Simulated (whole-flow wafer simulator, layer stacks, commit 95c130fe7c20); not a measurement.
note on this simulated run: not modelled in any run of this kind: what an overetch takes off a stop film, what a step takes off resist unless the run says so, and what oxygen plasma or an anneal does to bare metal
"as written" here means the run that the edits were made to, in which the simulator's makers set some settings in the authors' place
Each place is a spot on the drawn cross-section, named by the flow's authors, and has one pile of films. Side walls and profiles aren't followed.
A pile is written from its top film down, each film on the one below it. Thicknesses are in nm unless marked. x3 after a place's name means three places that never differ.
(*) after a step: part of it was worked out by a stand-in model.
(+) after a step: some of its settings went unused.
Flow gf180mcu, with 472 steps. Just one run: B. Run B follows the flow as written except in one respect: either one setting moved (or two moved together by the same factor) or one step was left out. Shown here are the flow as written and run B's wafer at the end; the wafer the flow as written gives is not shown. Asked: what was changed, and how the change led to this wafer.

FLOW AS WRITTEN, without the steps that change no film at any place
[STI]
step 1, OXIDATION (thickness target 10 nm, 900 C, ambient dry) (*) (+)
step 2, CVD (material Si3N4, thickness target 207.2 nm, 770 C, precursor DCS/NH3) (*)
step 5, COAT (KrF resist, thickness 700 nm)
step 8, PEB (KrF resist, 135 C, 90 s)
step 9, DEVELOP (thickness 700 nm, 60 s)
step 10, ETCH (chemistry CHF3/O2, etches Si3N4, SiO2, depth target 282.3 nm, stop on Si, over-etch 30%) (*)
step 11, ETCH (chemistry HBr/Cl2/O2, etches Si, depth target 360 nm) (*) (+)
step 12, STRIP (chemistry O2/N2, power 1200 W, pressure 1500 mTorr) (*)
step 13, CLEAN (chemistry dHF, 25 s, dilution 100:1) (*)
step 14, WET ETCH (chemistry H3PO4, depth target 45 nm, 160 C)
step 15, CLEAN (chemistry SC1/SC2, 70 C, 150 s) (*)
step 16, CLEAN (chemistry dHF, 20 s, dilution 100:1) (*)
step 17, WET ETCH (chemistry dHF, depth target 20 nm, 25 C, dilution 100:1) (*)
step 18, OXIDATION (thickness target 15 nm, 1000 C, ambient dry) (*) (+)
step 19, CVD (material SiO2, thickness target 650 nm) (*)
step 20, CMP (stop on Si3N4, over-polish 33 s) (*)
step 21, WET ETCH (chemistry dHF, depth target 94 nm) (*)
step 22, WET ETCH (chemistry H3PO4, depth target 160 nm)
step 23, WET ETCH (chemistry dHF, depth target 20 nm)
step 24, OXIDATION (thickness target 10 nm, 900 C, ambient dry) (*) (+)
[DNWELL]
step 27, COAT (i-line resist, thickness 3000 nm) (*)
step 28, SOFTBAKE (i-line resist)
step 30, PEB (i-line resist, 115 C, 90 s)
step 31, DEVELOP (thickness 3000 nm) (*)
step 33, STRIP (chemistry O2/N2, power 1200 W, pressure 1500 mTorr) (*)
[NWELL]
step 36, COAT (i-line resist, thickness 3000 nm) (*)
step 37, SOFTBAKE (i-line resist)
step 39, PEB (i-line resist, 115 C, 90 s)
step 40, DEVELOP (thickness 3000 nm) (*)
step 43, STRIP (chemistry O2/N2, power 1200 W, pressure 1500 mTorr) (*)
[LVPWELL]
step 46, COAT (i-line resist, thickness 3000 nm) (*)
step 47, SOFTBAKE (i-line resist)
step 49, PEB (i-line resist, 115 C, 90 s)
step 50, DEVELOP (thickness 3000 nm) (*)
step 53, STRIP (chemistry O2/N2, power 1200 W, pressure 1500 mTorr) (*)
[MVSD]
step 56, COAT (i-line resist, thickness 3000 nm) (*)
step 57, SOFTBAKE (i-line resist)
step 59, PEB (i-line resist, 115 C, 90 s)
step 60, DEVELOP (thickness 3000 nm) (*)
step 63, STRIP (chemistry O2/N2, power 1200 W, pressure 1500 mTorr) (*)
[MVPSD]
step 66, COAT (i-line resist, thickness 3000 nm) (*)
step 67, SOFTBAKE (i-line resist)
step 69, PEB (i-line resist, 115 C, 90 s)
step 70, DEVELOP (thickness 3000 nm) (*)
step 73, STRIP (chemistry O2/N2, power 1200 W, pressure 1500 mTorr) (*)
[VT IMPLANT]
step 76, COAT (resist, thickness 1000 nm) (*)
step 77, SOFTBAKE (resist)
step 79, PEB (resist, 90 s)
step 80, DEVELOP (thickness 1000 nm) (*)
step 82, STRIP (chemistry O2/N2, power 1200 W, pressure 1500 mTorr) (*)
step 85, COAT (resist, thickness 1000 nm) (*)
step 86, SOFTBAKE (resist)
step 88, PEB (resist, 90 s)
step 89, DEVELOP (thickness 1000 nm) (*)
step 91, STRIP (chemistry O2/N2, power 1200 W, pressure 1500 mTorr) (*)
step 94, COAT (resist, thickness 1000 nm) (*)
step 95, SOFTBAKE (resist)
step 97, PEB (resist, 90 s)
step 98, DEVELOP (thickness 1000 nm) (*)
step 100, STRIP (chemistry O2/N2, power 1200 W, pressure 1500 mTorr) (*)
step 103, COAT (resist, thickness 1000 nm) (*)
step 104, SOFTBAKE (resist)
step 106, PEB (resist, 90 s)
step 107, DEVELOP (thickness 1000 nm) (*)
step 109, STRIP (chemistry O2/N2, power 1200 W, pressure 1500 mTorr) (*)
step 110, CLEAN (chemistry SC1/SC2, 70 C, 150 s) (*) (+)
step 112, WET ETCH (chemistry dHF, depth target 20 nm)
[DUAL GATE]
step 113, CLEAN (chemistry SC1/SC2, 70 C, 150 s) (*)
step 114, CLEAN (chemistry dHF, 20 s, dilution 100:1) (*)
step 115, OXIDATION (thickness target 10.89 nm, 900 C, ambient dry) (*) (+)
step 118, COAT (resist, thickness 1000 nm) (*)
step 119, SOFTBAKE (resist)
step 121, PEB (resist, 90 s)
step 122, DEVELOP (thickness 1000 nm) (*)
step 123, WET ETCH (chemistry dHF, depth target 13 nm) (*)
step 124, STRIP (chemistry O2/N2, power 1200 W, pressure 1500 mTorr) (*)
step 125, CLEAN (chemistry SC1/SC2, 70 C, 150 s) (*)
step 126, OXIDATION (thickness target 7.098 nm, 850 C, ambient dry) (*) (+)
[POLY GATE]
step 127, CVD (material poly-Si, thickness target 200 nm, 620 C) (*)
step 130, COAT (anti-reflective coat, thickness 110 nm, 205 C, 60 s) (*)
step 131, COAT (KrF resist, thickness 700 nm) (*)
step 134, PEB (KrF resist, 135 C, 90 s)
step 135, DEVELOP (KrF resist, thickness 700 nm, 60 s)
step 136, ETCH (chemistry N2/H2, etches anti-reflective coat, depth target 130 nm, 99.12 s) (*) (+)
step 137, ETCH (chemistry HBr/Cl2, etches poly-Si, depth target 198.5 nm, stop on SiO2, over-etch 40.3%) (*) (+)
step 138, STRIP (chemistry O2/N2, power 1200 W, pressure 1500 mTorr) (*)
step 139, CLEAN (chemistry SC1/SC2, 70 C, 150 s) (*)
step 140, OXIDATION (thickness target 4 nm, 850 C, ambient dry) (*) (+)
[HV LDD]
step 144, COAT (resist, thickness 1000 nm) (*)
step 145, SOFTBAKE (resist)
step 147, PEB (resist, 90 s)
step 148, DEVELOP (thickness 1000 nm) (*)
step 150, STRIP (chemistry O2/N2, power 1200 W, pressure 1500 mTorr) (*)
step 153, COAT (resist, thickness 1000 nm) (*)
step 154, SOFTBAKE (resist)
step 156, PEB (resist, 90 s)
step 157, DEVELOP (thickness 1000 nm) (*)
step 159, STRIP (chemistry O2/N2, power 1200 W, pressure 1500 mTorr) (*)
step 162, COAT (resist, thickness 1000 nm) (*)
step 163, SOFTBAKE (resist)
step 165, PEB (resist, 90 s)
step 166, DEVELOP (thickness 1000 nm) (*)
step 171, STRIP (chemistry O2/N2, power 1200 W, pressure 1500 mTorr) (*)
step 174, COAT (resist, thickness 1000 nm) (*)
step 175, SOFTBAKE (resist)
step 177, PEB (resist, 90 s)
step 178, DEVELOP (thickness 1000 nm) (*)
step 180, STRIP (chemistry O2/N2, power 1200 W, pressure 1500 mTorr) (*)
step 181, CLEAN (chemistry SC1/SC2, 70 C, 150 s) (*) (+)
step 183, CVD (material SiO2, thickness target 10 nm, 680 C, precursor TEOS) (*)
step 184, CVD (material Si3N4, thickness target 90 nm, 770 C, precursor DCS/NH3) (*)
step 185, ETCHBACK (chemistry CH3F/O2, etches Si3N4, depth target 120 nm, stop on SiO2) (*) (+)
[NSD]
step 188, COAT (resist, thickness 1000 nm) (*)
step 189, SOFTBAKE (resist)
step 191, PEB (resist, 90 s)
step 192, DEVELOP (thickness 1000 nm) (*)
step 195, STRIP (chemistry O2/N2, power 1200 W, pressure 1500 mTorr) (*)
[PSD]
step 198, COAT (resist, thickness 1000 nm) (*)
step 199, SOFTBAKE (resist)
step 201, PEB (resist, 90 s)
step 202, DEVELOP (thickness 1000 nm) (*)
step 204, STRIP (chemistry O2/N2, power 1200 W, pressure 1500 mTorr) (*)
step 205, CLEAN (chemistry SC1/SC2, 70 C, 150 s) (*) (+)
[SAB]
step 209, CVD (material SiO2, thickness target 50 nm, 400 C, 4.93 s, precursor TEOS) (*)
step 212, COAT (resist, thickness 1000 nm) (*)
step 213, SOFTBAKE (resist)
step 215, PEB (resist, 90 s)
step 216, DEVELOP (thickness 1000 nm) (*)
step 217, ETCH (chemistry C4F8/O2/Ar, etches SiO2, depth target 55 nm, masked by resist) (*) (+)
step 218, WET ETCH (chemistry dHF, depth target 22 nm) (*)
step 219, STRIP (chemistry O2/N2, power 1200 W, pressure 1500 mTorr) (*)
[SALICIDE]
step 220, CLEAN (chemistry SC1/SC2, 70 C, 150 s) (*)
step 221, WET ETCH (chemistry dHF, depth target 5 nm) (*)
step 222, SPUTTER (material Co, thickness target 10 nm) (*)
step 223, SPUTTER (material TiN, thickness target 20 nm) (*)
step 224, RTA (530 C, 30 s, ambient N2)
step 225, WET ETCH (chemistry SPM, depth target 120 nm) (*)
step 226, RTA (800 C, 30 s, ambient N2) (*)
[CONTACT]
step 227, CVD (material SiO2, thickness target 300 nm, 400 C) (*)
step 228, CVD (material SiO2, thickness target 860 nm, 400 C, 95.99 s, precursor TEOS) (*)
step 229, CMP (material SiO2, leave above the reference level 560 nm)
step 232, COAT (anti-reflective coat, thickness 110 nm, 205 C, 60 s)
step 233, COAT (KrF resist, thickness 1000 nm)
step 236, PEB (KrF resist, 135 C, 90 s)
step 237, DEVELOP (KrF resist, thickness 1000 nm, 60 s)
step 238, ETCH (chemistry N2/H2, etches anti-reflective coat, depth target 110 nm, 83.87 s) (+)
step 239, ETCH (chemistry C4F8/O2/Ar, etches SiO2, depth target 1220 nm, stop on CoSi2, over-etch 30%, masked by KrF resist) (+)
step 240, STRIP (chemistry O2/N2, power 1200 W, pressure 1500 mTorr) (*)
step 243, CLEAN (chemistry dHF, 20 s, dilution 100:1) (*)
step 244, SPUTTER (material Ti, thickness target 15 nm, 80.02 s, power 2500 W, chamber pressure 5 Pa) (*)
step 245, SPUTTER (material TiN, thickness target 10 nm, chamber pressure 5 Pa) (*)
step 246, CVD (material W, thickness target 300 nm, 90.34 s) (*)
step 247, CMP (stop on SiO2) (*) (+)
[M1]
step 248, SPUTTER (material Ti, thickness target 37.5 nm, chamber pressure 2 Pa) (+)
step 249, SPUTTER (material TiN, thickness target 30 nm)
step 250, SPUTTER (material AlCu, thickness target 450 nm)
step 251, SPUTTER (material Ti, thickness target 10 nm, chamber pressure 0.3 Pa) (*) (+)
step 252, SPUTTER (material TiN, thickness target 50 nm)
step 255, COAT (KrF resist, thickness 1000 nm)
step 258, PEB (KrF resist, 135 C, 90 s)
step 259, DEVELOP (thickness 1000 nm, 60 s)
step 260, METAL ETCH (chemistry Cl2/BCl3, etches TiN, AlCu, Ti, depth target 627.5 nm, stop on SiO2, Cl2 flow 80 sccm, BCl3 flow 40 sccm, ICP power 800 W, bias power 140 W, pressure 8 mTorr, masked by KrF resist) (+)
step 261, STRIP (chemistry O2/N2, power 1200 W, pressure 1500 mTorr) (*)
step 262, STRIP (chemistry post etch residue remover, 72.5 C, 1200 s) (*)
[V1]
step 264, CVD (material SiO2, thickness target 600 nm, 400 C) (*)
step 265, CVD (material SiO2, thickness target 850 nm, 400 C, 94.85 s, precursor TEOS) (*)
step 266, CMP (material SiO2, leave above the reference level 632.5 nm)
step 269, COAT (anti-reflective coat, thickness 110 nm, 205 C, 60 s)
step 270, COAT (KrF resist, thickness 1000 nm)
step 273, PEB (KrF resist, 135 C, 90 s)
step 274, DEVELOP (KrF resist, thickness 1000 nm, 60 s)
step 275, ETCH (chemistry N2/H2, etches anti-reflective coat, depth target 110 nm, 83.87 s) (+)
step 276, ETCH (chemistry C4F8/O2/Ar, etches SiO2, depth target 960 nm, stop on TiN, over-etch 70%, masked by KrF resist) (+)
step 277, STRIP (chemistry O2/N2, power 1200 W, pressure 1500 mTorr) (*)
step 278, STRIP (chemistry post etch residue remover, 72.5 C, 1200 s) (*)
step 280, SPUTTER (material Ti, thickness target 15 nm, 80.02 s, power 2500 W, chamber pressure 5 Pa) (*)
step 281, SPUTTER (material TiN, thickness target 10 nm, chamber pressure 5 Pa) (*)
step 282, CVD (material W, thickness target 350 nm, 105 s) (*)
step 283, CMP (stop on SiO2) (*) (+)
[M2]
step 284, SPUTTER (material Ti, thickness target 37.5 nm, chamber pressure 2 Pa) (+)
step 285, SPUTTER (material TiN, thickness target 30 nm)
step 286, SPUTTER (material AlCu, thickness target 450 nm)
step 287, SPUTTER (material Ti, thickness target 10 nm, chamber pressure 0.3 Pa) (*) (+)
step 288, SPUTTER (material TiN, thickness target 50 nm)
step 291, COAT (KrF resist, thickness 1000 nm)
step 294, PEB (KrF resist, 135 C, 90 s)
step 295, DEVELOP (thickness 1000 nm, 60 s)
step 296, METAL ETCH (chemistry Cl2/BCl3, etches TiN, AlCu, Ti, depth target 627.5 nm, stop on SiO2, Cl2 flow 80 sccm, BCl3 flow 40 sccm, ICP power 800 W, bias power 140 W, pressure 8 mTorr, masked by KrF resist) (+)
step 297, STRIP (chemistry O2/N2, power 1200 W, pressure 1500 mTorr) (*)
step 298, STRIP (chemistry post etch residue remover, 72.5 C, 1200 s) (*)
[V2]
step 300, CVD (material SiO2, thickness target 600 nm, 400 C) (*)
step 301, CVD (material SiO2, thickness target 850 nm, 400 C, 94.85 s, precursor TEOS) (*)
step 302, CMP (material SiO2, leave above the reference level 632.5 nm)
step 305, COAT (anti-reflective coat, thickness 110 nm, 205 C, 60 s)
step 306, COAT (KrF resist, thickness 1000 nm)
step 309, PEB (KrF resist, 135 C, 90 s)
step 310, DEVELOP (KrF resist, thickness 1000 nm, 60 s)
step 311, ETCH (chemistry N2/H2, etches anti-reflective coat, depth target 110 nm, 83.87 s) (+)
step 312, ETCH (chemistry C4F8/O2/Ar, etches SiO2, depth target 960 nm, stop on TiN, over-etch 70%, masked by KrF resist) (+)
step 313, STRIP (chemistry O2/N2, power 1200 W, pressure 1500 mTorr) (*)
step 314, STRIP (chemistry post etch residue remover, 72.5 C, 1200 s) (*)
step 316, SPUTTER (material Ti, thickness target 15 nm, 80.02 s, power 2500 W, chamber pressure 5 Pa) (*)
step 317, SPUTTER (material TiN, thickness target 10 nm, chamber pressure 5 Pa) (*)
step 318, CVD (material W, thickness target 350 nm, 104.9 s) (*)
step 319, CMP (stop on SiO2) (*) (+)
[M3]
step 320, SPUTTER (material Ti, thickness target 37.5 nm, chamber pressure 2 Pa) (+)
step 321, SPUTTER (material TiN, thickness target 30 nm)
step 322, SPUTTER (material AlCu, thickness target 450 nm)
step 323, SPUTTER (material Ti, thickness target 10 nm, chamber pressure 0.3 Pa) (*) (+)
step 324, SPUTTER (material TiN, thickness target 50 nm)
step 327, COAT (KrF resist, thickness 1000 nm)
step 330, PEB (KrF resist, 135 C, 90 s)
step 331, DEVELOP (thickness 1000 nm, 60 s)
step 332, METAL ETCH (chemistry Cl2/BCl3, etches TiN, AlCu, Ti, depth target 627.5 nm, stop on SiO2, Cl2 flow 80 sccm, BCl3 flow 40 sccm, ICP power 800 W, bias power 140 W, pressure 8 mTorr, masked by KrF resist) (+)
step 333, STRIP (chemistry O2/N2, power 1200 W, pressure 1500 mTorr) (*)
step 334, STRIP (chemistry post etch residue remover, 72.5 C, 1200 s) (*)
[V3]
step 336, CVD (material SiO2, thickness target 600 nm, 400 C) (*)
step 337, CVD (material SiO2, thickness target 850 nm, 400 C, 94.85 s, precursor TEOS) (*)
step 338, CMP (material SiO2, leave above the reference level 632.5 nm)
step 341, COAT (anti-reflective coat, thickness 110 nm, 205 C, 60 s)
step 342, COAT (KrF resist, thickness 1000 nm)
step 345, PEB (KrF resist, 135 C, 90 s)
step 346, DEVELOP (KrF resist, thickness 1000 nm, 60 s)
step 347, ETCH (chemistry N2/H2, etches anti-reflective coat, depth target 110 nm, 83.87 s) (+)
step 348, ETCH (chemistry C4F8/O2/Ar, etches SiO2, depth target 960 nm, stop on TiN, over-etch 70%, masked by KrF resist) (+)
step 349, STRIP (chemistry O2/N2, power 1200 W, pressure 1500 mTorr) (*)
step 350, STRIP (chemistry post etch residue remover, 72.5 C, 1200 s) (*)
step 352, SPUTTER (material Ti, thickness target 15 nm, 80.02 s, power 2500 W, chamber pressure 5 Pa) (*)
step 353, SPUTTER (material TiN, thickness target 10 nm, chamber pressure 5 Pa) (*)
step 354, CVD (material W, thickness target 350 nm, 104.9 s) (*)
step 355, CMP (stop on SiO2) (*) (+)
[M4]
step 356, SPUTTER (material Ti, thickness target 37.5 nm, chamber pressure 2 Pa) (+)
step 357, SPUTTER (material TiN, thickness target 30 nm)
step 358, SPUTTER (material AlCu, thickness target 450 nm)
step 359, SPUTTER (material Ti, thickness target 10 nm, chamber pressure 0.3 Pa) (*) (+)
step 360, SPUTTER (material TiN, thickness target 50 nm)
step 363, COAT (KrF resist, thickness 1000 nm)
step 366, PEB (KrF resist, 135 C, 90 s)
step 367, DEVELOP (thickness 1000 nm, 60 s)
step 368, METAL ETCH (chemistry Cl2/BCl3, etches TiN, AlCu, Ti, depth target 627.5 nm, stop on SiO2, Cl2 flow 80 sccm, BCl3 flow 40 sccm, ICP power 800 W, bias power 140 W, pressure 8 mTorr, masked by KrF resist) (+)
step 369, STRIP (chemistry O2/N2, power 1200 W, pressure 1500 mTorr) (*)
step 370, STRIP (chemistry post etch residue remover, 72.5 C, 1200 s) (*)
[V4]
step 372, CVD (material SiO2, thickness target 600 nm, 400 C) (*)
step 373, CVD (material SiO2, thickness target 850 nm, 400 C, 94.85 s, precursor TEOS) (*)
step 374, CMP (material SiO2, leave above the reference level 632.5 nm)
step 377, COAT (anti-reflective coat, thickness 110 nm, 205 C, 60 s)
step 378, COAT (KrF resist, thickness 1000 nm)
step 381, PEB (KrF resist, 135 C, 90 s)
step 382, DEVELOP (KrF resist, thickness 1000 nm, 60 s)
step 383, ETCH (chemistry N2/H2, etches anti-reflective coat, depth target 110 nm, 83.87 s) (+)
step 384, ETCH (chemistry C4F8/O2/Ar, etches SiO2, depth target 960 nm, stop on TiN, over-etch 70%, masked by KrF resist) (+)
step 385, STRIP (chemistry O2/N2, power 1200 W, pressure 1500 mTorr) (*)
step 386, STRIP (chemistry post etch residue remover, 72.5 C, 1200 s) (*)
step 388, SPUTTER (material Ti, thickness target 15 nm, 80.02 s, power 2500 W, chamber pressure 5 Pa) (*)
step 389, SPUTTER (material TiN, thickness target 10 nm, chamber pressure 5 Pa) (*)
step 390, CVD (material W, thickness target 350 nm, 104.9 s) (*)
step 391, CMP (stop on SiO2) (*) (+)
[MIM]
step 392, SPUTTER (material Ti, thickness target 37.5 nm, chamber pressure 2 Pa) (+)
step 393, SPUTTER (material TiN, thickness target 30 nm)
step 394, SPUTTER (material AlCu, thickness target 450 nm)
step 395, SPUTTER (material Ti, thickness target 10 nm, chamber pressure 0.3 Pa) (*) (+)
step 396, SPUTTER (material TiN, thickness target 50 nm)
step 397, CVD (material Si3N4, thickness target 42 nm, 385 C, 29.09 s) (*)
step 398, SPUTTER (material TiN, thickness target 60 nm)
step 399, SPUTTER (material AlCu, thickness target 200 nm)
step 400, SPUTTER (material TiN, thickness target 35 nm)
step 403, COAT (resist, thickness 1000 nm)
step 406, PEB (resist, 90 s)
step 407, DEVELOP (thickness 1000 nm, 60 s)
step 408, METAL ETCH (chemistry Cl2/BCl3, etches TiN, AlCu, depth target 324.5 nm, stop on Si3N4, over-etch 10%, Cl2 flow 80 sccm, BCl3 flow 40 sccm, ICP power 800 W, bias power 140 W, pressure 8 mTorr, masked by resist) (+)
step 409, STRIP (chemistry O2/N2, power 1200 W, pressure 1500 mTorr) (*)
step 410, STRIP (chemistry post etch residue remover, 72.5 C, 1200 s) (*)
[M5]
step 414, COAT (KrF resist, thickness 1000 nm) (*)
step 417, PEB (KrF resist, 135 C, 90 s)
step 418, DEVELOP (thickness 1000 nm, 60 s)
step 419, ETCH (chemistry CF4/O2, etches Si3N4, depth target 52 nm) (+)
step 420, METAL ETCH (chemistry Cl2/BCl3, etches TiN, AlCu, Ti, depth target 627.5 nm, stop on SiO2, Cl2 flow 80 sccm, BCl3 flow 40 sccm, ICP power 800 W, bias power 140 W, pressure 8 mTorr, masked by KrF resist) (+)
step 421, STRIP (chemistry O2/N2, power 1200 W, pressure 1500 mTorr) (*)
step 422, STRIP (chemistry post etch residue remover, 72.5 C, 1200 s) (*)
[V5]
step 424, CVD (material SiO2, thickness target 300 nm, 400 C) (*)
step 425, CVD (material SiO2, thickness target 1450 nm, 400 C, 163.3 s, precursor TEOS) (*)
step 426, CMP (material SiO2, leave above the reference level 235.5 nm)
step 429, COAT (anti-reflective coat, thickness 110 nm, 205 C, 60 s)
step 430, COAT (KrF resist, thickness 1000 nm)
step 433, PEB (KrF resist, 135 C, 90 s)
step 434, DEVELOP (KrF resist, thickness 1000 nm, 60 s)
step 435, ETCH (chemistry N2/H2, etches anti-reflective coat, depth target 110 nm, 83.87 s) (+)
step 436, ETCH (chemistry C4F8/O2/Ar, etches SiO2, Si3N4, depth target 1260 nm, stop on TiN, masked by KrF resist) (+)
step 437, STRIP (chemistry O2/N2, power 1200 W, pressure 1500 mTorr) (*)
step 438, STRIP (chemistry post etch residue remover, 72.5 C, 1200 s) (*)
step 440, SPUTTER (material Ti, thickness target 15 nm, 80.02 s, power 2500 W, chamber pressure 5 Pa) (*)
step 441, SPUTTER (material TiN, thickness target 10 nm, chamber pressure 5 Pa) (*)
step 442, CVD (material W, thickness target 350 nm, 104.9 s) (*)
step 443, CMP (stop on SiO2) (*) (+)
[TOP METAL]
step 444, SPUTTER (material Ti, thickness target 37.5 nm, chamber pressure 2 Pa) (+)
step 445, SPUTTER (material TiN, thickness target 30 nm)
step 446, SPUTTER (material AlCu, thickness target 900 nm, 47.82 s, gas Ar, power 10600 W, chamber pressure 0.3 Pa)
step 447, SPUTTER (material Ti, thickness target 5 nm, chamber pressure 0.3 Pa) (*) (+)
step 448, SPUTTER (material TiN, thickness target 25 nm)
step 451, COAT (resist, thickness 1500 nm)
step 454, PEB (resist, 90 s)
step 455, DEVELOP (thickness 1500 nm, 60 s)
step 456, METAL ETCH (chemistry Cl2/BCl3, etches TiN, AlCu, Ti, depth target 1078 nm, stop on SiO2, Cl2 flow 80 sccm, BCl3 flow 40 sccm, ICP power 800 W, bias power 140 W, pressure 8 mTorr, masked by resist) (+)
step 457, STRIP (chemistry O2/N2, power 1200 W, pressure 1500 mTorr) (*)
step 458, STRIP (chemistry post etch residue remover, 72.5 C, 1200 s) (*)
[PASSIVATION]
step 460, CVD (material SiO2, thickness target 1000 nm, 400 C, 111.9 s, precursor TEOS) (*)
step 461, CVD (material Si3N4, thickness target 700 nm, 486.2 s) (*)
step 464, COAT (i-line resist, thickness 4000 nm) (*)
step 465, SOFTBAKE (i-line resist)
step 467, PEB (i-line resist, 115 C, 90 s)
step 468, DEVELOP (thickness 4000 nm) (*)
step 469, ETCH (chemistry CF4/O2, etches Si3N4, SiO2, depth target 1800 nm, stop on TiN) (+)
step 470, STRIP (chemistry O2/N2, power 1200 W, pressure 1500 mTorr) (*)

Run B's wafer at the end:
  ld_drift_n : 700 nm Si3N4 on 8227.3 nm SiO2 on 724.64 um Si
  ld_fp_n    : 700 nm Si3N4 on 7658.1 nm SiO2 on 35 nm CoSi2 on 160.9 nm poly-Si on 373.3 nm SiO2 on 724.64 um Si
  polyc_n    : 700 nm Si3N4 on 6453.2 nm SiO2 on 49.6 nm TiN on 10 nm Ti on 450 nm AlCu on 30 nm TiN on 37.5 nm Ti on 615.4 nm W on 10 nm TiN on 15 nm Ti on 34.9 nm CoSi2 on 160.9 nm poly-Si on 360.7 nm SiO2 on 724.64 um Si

What caused this: step 23, WET ETCH: depth target 26 nm was run, though the flow has depth target 20 nm.

Step by step, how the change led to this:
  step 23, WET ETCH (chemistry dHF, depth target 20 nm)
      field, field_sub, sti and 34 more: -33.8 SiO2 (as written it would have been: -26 SiO2)
  step 28, SOFTBAKE (i-line resist)
      field: +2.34 i-line resist (as written it would have been: +3.04 i-line resist)
      field_sub: +1.98 i-line resist (as written it would have been: +2.58 i-line resist)
      (also at 32 further places)
  step 37, SOFTBAKE (i-line resist)
      field: +2.34 i-line resist (as written it would have been: +3.04 i-line resist)
      field_sub: +1.98 i-line resist (as written it would have been: +2.58 i-line resist)
      (also at 32 further places)
  step 47, SOFTBAKE (i-line resist)
      field: +2.34 i-line resist (as written it would have been: +3.04 i-line resist)
      field_sub: +1.98 i-line resist (as written it would have been: +2.58 i-line resist)
      (also at 32 further places)
  step 57, SOFTBAKE (i-line resist)
      field: +2.34 i-line resist (as written it would have been: +3.04 i-line resist)
      field_sub: +1.98 i-line resist (as written it would have been: +2.58 i-line resist)
      (also at 32 further places)
  step 67, SOFTBAKE (i-line resist)
      field: +2.34 i-line resist (as written it would have been: +3.04 i-line resist)
      field_sub: +1.98 i-line resist (as written it would have been: +2.58 i-line resist)
      (also at 32 further places)
  step 130, COAT (anti-reflective coat, thickness 110 nm, 205 C, 60 s) (*)
      p_well, spacer, sd_n: +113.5 anti-reflective coat (new film) (as written it would have been: +121 anti-reflective coat (new film))
      field__w1: +104.1 anti-reflective coat (new film) (as written it would have been: +99.6 anti-reflective coat (new film))
      (also at 61 further places)
  step 136, ETCH (chemistry N2/H2, etches anti-reflective coat, depth target 130 nm, 99.12 s) (*) (+)
      p_well, spacer, sd_n: -113.5 anti-reflective coat (all of it), -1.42 poly-Si (as written it would have been: -121 anti-reflective coat (all of it), -1.23 poly-Si)
      field__w1: -104.1 anti-reflective coat (all of it), -1.66 poly-Si (as written it would have been: -99.6 anti-reflective coat (all of it), -1.78 poly-Si)
      (also at 43 further places)
  step 138, STRIP (chemistry O2/N2, power 1200 W, pressure 1500 mTorr) (*)
      gate: +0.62 chemical SiO2 (new film), -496 KrF resist (all of it), -113.6 anti-reflective coat (all of it), -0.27 poly-Si (as written it would have been: +0.62 chemical SiO2 (new film), -496.5 KrF resist (all of it), -117 anti-reflective coat (all of it), -0.27 poly-Si)
      gate_p: +0.62 chemical SiO2 (new film), -495.9 KrF resist (all of it), -113.5 anti-reflective coat (all of it), -0.27 poly-Si (as written it would have been: +0.62 chemical SiO2 (new film), -496.2 KrF resist (all of it), -117 anti-reflective coat (all of it), -0.27 poly-Si)
      (also at 16 further places)
  step 189, SOFTBAKE (resist)
      nw_enc_fld_lv__w3: -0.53 resist (as written it would have been: +0.35 resist)
      active_hv: +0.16 resist (as written it would have been: +0.78 resist)
  step 199, SOFTBAKE (resist)
      nw_enc_fld_lv__w3: -0.53 resist (as written it would have been: +0.35 resist)
      active_hv: +0.16 resist (as written it would have been: +0.78 resist)
  step 218, WET ETCH (chemistry dHF, depth target 22 nm) (*)
      sd_p_hv: -16 SiO2 (all of it) (as written it would have been: -15.2 SiO2 (all of it))
  step 223, SPUTTER (material TiN, thickness target 20 nm) (*)
      field__w12: +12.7 TiN (new film) (as written it would have been: +12 TiN (new film))
  step 225, WET ETCH (chemistry SPM, depth target 120 nm) (*)
      field__w12: -12.7 TiN (all of it), -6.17 Co (all of it) (as written it would have been: -12 TiN (all of it), -6.15 Co (all of it))
  step 229, CMP (material SiO2, leave above the reference level 560 nm)
      ldn_sep__w1, ldn_sep__w2, ldn_fld__w1, ldp_sep__w2, ldp_dft, ldp_out, ldp_fld__w2, ldp_fld__w3: -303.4 SiO2 (as written it would have been: -311.1 SiO2)
      sti, mim_1p0, pad, dice_street, iso_nw_fld, iso_fld_sub: -289.2 SiO2 (as written it would have been: -297 SiO2)
      (also at 41 further places)
